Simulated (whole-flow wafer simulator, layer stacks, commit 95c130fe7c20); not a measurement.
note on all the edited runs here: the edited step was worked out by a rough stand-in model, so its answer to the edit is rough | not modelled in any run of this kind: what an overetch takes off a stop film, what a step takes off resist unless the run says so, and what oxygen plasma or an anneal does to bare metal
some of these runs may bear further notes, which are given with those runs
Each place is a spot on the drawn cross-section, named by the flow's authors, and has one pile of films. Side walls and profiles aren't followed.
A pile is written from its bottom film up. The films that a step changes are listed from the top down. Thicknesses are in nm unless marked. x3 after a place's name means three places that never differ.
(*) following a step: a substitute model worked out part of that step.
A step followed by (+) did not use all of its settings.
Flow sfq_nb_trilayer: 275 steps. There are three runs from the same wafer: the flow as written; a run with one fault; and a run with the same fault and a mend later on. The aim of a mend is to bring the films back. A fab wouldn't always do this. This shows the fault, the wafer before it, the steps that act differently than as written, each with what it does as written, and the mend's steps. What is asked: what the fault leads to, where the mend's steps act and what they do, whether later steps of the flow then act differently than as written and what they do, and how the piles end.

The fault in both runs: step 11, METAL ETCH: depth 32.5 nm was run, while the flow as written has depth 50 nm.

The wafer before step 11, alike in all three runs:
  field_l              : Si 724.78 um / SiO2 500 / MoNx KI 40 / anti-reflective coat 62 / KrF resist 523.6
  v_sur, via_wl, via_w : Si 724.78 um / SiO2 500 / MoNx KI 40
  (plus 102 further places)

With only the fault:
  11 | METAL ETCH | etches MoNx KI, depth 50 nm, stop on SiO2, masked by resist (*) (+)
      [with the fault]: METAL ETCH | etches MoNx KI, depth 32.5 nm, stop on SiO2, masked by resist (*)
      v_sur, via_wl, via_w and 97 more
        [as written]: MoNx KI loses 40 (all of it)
        [with the fault]: MoNx KI loses 32.5
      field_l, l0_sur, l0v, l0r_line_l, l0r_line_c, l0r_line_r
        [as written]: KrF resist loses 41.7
        [with the fault]: KrF resist loses 27.1
  Steps further on in the flow that do not act as written (8 other steps are not shown; they differ only slightly, by no more than 2% or 0.5 nm, whichever is larger):
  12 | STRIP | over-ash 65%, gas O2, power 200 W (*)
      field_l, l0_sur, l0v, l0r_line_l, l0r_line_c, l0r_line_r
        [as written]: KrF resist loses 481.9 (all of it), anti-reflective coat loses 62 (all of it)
        [with the fault]: KrF resist loses 496.5 (all of it), anti-reflective coat loses 62 (all of it)
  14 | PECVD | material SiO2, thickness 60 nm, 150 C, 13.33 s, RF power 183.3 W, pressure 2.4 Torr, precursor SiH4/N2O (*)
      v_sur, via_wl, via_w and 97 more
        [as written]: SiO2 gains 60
        [with the fault]: SiO2 gains 60 (new film)
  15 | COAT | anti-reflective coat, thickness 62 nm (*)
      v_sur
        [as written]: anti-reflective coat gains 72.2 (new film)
        [with the fault]: anti-reflective coat gains 70.3 (new film)
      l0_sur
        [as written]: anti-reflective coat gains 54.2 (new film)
        [with the fault]: anti-reflective coat gains 55.5 (new film)
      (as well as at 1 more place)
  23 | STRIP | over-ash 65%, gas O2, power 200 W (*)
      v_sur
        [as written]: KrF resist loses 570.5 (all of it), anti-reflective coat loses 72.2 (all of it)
        [with the fault]: KrF resist loses 568.3 (all of it), anti-reflective coat loses 70.3 (all of it)
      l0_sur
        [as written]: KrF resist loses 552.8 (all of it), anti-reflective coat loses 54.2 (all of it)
        [with the fault]: KrF resist loses 554.2 (all of it), anti-reflective coat loses 55.5 (all of it)
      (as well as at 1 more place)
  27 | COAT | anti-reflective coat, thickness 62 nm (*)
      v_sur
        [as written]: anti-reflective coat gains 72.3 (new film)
        [with the fault]: anti-reflective coat gains 70.5 (new film)
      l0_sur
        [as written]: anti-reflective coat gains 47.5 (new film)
        [with the fault]: anti-reflective coat gains 48.5 (new film)
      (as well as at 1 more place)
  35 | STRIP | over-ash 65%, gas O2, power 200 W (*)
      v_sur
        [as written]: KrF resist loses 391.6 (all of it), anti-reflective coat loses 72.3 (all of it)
        [with the fault]: KrF resist loses 389.8 (all of it), anti-reflective coat loses 70.5 (all of it)
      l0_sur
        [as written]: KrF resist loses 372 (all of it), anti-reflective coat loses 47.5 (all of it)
        [with the fault]: KrF resist loses 373.8 (all of it), anti-reflective coat loses 48.5 (all of it)
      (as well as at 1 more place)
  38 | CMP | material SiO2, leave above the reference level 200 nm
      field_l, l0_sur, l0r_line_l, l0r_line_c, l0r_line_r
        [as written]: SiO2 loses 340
        [with the fault]: SiO2 loses 332.5
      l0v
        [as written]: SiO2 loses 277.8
        [with the fault]: SiO2 loses 270.3
  At v_sur, via_wl, via_w and 97 more, the piles at the end differ from the flow's by more than 2% or 0.5 nm, whichever is larger.
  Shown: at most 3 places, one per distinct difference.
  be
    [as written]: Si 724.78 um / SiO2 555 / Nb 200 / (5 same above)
    [with the fault]: Si 724.78 um / SiO2 500 / MoNx KI 7.5 / SiO2 55 / Nb 200 / (5 same above)
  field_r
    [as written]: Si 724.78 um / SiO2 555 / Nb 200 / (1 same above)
    [with the fault]: Si 724.78 um / SiO2 500 / MoNx KI 7.5 / SiO2 55 / Nb 200 / (1 same above)
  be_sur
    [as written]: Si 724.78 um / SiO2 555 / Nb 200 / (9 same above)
    [with the fault]: Si 724.78 um / SiO2 500 / MoNx KI 7.5 / SiO2 55 / Nb 200 / (9 same above)

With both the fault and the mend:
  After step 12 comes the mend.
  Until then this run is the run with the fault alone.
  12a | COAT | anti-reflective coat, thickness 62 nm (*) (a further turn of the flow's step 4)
      p4_fl x3, p4_w1 x9, p4_g1 x2 and 59 more
        anti-reflective coat gains 62 (new film)
      be, be_sur, gap and 10 more
        anti-reflective coat gains 63.4 (new film)
      via_v, wire, field_r, lsp_l
        anti-reflective coat gains 63.5 (new film)
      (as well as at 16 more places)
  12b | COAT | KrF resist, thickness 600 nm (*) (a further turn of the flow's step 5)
      p4_fl x3, p4_w1 x9, p4_g1 x2 and 59 more
        KrF resist gains 600 (new film)
      gap, jj_sur, ce_l, c5j, be_r, r_sur, res
        KrF resist gains 605.5 (new film)
      l0r_line_l, l0r_line_c, l0r_line_r
        KrF resist gains 596.6 (new film)
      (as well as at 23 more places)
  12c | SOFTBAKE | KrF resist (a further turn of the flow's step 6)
      leaves every film unchanged at each place that is followed
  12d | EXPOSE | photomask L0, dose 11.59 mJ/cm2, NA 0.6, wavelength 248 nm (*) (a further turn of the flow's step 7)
      leaves every film unchanged at each place that is followed
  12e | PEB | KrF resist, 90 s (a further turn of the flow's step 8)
      p4_fl x3, p4_w1 x9, p4_g1 x2 and 62 more
        KrF resist loses 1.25
      v_sur, via_w, via_wr and 17 more
        KrF resist loses 1.27
      ce_l, c5j, sp_r, be_r, r_sur
        KrF resist loses 1.26
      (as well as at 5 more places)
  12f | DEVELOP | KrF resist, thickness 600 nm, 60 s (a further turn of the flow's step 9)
      p4_fl x3, p4_w1 x9, p4_g1 x2 and 59 more
        KrF resist loses 598.7 (all of it)
      jj_sur, ce_l, c5j, ce_r, sp_r, be_r, r_sur
        KrF resist loses 604.2 (all of it)
      field_l, l0_sur, l0v, l0r_line_l, l0r_line_c, l0r_line_r
        KrF resist loses 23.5
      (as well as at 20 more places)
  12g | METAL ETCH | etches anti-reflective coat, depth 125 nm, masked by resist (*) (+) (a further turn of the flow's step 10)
      p4_fl x3, p4_w1 x9, p4_g1 x2 and 59 more
        anti-reflective coat loses 62 (all of it)
      be, be_sur, gap and 10 more
        anti-reflective coat loses 63.4 (all of it)
      field_l, l0_sur, l0v, l0r_line_l, l0r_line_c, l0r_line_r
        KrF resist loses 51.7
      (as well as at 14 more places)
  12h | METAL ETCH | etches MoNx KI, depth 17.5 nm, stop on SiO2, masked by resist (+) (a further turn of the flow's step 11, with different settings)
      v_sur, via_wl, via_w and 97 more
        MoNx KI loses 7.5 (all of it)
      field_l, l0_sur, l0r_line_l, l0r_line_c, l0r_line_r
        KrF resist loses 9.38
      l0v
        KrF resist loses 9.37
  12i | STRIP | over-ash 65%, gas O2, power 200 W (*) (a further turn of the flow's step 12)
      l0r_line_l, l0r_line_c, l0r_line_r
        KrF resist loses 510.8 (all of it), anti-reflective coat loses 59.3 (all of it)
      field_l
        KrF resist loses 506.6 (all of it), anti-reflective coat loses 57.3 (all of it)
      l0_sur
        KrF resist loses 508.1 (all of it), anti-reflective coat loses 55 (all of it)
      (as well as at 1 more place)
  Every later step of the flow that is run acts as written at every place that is followed.
  The piles end the same as the flow's at every place that both follow.
